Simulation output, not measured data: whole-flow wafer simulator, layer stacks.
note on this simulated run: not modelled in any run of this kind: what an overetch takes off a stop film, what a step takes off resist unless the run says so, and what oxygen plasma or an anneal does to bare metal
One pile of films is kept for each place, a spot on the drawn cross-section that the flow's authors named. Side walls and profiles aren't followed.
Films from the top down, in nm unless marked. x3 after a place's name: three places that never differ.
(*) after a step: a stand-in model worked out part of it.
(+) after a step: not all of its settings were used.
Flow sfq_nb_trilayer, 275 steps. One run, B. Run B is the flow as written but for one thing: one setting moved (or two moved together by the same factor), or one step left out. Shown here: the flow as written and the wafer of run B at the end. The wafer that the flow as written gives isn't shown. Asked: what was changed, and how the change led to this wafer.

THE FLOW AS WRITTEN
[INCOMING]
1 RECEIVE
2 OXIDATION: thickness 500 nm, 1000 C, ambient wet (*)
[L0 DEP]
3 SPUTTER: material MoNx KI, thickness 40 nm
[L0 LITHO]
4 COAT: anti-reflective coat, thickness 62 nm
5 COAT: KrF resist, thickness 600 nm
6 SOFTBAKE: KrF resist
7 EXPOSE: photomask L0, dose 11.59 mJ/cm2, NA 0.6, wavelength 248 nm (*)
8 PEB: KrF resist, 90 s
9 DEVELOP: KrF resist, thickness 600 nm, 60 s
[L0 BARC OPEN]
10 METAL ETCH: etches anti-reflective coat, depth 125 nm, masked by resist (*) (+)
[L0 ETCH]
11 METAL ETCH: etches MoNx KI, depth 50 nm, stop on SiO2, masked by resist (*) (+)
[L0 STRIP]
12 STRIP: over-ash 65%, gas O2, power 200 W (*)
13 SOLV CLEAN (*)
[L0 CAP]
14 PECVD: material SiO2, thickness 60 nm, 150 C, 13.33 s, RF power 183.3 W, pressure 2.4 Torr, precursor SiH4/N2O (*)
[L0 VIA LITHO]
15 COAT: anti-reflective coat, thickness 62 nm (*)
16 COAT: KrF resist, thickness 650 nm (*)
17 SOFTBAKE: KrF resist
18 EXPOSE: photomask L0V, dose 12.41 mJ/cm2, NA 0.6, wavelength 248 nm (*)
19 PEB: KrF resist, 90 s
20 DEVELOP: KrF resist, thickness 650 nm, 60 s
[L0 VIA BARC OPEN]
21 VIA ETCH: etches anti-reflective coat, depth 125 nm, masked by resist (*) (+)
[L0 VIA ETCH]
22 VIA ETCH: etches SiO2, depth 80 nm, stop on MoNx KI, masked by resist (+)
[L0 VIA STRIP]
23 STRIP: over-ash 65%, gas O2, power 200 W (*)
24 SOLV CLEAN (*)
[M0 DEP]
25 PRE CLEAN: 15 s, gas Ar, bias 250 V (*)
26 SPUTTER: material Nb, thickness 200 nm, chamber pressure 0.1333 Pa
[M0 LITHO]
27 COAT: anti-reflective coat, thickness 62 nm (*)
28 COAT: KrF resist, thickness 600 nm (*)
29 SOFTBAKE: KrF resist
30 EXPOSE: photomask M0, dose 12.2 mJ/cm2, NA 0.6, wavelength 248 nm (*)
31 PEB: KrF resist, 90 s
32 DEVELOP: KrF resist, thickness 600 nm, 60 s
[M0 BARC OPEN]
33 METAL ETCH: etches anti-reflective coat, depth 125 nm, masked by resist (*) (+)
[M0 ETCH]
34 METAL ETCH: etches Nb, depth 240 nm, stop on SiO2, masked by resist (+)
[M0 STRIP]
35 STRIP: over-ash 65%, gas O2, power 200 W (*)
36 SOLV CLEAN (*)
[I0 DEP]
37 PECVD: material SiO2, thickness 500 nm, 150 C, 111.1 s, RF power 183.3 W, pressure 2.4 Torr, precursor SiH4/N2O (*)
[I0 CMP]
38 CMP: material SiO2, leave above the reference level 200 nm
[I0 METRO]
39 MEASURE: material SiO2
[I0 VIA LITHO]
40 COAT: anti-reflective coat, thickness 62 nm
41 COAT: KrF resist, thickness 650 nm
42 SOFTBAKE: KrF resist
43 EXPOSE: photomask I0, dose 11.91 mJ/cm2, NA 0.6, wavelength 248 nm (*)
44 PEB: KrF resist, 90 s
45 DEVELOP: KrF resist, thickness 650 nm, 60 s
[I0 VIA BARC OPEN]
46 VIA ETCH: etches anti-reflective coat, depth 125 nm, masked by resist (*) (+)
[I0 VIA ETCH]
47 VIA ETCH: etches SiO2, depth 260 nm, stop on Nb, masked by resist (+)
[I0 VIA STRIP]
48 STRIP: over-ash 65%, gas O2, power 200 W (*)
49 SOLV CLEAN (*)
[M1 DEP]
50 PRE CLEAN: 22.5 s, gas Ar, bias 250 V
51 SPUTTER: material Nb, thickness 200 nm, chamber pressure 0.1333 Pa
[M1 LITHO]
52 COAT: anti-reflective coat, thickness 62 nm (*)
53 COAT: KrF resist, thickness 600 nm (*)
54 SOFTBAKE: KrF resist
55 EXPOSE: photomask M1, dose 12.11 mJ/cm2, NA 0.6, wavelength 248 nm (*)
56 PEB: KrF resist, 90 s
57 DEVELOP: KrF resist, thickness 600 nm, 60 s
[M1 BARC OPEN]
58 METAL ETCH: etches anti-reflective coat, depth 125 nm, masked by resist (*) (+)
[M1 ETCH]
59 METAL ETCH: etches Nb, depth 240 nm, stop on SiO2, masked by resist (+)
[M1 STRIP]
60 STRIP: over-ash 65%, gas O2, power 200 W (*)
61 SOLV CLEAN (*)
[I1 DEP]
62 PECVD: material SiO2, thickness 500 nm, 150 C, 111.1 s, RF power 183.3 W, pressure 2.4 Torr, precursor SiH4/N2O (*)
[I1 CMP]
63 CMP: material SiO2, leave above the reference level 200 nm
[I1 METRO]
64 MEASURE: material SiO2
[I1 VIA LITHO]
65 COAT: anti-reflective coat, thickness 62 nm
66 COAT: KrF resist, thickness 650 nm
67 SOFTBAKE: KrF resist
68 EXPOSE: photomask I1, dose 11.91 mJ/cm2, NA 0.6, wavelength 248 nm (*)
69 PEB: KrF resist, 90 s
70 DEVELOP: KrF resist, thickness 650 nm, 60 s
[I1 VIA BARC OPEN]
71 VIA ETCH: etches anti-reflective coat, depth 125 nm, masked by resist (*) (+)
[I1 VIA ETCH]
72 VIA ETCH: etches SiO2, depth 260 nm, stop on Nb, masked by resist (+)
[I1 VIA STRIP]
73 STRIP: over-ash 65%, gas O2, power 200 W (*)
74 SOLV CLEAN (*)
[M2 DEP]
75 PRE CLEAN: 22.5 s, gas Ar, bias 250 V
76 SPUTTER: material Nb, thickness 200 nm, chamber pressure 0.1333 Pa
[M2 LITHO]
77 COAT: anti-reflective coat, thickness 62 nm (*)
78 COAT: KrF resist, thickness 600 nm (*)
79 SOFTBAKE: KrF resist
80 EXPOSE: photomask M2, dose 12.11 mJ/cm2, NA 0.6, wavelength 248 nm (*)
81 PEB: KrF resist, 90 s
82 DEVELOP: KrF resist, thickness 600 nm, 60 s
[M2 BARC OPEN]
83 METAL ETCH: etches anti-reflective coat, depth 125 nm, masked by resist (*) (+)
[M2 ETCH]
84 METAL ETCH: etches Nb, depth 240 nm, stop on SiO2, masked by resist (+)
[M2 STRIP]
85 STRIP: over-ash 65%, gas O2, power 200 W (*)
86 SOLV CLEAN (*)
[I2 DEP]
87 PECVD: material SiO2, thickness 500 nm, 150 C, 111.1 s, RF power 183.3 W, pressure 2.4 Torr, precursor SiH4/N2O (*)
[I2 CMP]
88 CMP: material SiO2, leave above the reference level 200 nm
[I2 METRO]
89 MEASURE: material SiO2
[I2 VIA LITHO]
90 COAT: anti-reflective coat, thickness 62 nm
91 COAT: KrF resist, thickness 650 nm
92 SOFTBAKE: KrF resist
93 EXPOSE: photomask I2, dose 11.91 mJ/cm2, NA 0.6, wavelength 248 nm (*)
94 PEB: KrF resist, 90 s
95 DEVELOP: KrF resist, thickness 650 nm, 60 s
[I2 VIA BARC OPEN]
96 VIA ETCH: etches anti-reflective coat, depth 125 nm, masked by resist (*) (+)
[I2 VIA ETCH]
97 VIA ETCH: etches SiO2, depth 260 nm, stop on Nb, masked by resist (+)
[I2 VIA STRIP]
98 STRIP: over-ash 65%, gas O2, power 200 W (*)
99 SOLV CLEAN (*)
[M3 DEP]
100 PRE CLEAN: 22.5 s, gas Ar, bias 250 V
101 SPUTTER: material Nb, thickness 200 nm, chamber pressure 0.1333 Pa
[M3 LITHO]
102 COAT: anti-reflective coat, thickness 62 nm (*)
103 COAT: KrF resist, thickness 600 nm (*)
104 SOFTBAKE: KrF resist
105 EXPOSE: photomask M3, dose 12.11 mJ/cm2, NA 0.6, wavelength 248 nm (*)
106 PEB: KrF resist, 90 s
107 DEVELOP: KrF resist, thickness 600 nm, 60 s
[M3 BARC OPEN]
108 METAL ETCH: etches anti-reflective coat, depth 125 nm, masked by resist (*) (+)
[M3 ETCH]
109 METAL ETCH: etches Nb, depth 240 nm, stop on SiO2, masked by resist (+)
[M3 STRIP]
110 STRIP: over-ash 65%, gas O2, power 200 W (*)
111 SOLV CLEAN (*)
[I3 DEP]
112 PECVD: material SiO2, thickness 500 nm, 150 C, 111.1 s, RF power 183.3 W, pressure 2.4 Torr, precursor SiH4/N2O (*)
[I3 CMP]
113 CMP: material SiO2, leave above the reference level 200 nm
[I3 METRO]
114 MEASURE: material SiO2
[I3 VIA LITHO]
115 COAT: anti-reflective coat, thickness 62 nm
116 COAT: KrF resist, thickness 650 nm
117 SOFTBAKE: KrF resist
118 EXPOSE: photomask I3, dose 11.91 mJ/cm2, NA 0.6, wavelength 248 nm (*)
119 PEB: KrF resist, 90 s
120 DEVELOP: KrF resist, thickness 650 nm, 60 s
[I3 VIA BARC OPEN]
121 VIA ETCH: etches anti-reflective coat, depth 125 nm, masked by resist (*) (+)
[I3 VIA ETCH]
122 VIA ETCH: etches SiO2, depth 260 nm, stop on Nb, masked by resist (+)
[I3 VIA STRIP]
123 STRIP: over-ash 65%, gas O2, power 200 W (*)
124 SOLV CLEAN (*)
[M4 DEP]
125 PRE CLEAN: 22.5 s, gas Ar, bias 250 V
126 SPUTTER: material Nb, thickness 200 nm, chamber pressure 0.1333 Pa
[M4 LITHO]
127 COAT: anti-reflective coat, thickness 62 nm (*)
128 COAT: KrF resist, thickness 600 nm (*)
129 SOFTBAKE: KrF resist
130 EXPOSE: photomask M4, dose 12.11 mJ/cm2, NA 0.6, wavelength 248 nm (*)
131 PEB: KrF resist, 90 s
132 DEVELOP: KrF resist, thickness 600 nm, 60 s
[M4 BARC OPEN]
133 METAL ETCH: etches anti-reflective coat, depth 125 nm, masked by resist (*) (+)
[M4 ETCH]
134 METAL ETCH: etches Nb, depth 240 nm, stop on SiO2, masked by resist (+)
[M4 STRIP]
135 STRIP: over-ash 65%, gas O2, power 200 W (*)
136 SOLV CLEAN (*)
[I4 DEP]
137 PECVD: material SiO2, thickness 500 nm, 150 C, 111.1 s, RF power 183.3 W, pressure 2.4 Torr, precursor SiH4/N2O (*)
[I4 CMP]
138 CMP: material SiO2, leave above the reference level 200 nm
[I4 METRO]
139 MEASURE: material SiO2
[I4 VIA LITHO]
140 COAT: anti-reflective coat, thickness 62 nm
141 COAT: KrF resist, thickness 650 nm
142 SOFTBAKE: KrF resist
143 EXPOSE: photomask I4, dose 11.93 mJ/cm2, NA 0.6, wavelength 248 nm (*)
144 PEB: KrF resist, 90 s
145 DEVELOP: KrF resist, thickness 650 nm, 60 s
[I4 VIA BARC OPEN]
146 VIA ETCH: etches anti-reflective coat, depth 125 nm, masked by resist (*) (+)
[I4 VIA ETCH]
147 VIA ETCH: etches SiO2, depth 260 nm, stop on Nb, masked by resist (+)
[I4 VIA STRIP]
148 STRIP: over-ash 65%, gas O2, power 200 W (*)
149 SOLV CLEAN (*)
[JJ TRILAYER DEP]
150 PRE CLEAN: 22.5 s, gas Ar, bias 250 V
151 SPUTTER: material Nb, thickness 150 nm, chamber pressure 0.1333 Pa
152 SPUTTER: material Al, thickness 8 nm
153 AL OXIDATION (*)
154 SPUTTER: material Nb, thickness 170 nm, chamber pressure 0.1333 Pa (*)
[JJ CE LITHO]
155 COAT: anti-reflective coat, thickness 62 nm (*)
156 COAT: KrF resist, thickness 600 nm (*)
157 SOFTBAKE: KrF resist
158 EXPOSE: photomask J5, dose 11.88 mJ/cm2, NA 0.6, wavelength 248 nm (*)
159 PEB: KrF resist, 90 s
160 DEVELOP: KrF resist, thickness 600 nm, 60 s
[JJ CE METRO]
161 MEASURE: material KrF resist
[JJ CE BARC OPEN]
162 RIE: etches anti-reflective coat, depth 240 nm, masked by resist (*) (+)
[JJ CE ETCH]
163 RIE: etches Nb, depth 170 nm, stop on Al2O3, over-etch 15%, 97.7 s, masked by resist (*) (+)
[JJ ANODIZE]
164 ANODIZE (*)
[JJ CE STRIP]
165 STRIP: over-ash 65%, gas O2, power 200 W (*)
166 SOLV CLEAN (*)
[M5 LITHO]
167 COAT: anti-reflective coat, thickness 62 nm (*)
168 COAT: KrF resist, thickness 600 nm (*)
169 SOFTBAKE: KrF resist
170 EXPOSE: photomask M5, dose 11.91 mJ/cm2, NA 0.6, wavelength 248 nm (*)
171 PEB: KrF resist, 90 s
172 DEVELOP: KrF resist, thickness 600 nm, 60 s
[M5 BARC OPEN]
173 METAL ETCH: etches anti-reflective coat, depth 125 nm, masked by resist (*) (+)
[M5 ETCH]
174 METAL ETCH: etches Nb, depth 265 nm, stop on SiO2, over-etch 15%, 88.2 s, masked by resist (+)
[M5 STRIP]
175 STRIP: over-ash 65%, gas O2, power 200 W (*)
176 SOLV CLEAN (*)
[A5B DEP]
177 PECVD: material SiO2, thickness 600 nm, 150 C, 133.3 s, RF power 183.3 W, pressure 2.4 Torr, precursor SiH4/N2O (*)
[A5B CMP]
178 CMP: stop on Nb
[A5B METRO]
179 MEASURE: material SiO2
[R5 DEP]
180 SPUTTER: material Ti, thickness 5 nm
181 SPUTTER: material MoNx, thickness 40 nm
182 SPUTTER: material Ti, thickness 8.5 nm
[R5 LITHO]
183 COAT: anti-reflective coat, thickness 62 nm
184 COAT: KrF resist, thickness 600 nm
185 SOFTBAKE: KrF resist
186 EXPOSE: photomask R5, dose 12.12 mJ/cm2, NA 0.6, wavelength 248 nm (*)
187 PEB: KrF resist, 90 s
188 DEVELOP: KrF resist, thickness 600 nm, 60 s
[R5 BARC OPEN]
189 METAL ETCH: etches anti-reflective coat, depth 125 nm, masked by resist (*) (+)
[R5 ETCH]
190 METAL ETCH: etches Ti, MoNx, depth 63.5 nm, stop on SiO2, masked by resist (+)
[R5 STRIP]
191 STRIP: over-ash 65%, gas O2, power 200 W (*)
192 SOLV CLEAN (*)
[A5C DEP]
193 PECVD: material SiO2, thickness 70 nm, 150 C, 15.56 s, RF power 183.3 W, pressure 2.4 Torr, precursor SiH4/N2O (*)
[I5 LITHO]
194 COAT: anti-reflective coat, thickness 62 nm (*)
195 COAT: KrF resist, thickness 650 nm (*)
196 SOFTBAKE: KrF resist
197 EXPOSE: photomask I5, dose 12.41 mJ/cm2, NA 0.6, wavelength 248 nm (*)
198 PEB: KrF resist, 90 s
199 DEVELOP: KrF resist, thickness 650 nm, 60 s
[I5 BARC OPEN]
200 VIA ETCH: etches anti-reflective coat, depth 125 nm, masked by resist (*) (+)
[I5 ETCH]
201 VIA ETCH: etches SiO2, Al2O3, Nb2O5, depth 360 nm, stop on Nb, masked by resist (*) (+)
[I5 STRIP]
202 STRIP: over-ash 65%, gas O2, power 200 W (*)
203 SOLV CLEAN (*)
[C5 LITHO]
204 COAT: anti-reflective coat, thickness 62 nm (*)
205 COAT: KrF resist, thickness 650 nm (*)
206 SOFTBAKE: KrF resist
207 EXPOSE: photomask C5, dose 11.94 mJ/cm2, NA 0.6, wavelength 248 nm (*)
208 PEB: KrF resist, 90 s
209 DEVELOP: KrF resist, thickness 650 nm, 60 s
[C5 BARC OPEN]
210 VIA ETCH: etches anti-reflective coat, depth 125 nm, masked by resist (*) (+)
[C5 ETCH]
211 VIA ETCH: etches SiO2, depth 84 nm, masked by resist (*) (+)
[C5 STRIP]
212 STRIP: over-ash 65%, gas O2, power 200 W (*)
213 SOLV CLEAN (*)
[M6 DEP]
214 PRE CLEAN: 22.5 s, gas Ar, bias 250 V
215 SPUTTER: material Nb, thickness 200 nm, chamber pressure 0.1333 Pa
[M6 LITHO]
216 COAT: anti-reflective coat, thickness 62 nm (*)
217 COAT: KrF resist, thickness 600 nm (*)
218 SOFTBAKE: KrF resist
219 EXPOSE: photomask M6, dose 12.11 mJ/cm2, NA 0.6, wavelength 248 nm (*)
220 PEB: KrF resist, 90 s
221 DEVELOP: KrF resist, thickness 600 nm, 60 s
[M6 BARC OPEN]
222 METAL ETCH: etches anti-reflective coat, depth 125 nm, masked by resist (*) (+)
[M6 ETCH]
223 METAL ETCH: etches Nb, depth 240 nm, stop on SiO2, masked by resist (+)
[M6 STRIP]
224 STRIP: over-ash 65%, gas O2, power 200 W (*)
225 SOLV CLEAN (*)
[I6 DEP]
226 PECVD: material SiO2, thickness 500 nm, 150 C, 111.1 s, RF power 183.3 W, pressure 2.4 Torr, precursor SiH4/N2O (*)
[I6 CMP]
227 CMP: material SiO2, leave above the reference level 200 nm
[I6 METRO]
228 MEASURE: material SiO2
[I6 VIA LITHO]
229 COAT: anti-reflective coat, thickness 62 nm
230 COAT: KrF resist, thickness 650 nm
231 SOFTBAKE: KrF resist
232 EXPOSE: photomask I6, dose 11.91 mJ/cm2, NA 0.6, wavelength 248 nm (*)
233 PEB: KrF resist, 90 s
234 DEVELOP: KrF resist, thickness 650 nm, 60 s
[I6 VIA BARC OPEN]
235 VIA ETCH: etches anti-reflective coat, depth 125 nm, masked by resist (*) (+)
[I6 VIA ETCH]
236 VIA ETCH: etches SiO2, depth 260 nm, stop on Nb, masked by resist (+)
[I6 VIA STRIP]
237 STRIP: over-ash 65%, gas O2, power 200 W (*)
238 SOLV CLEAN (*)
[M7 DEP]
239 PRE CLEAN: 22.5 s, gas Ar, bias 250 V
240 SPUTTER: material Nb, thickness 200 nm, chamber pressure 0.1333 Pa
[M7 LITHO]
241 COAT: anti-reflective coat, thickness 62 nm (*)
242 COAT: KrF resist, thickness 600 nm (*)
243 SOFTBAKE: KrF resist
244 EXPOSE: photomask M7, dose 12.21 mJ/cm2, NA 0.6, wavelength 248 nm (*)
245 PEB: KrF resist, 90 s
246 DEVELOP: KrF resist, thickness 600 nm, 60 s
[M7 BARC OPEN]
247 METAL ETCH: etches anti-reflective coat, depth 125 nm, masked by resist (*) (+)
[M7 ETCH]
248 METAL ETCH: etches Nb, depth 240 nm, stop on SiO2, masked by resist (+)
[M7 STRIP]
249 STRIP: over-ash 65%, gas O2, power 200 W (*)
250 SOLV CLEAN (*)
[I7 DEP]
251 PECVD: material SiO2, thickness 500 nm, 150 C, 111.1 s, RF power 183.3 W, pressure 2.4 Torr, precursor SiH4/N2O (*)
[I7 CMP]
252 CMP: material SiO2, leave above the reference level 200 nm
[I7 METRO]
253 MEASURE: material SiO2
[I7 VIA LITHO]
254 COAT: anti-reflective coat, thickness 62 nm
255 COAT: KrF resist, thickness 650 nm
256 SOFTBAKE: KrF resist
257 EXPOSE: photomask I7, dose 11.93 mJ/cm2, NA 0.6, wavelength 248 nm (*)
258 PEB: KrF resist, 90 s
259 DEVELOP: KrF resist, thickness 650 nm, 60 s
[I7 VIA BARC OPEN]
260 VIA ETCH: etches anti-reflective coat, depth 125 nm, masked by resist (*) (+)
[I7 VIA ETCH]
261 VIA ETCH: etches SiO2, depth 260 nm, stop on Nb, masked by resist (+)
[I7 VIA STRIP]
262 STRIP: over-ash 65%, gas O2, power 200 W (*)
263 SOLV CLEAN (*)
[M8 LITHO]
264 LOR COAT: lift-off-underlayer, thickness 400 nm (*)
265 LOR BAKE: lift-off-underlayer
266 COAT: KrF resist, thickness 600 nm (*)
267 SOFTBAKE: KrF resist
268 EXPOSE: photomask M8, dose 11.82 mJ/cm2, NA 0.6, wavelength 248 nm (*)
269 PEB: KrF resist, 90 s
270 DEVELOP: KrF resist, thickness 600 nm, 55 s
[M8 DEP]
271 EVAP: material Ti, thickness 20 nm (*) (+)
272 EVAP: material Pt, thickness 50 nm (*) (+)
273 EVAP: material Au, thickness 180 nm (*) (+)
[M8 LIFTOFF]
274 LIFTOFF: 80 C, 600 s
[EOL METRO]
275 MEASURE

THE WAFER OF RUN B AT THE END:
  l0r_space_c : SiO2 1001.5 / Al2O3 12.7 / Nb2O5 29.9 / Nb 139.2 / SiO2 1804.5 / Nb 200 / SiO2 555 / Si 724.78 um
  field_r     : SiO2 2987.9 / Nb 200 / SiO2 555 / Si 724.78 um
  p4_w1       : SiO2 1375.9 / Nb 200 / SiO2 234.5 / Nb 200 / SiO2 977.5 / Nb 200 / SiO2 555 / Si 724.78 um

The cause: step 113, CMP: leave above the reference level 242 nm was run, where the flow has leave above the reference level 200 nm.

How the change led to this, step by step:
  113 CMP: material SiO2, leave above the reference level 200 nm
      field_l, be, be_sur and 64 more: SiO2 -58 (as written it would be: SiO2 -100)
      v_sur, via_wl, via_wr and 27 more: SiO2 -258 (as written it would be: SiO2 -300)
      (and at 9 more places)
  122 VIA ETCH: etches SiO2, depth 260 nm, stop on Nb, masked by resist (+)
      via_v: SiO2 -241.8 (all of it) (as written it would be: SiO2 -199.8 (all of it))
  126 SPUTTER: material Nb, thickness 200 nm, chamber pressure 0.1333 Pa
      via_v: Nb +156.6 (as written it would be: Nb +165.5)
  127 COAT: anti-reflective coat, thickness 62 nm (*)
      via_v: anti-reflective coat +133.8 (new film) (as written it would be: anti-reflective coat +124.8 (new film))
  128 COAT: KrF resist, thickness 600 nm (*)
      via_v: KrF resist +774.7 (new film) (as written it would be: KrF resist +739.8 (new film))
  135 STRIP: over-ash 65%, gas O2, power 200 W (*)
      via_v: KrF resist -556.7 (all of it), anti-reflective coat -133.8 (all of it) (as written it would be: KrF resist -521.8 (all of it), anti-reflective coat -124.8 (all of it))
  137 PECVD: material SiO2, thickness 500 nm, 150 C, 111.1 s, RF power 183.3 W, pressure 2.4 Torr, precursor SiH4/N2O (*)
      via_v: SiO2 +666 (new film) (as written it would be: SiO2 +615 (new film))
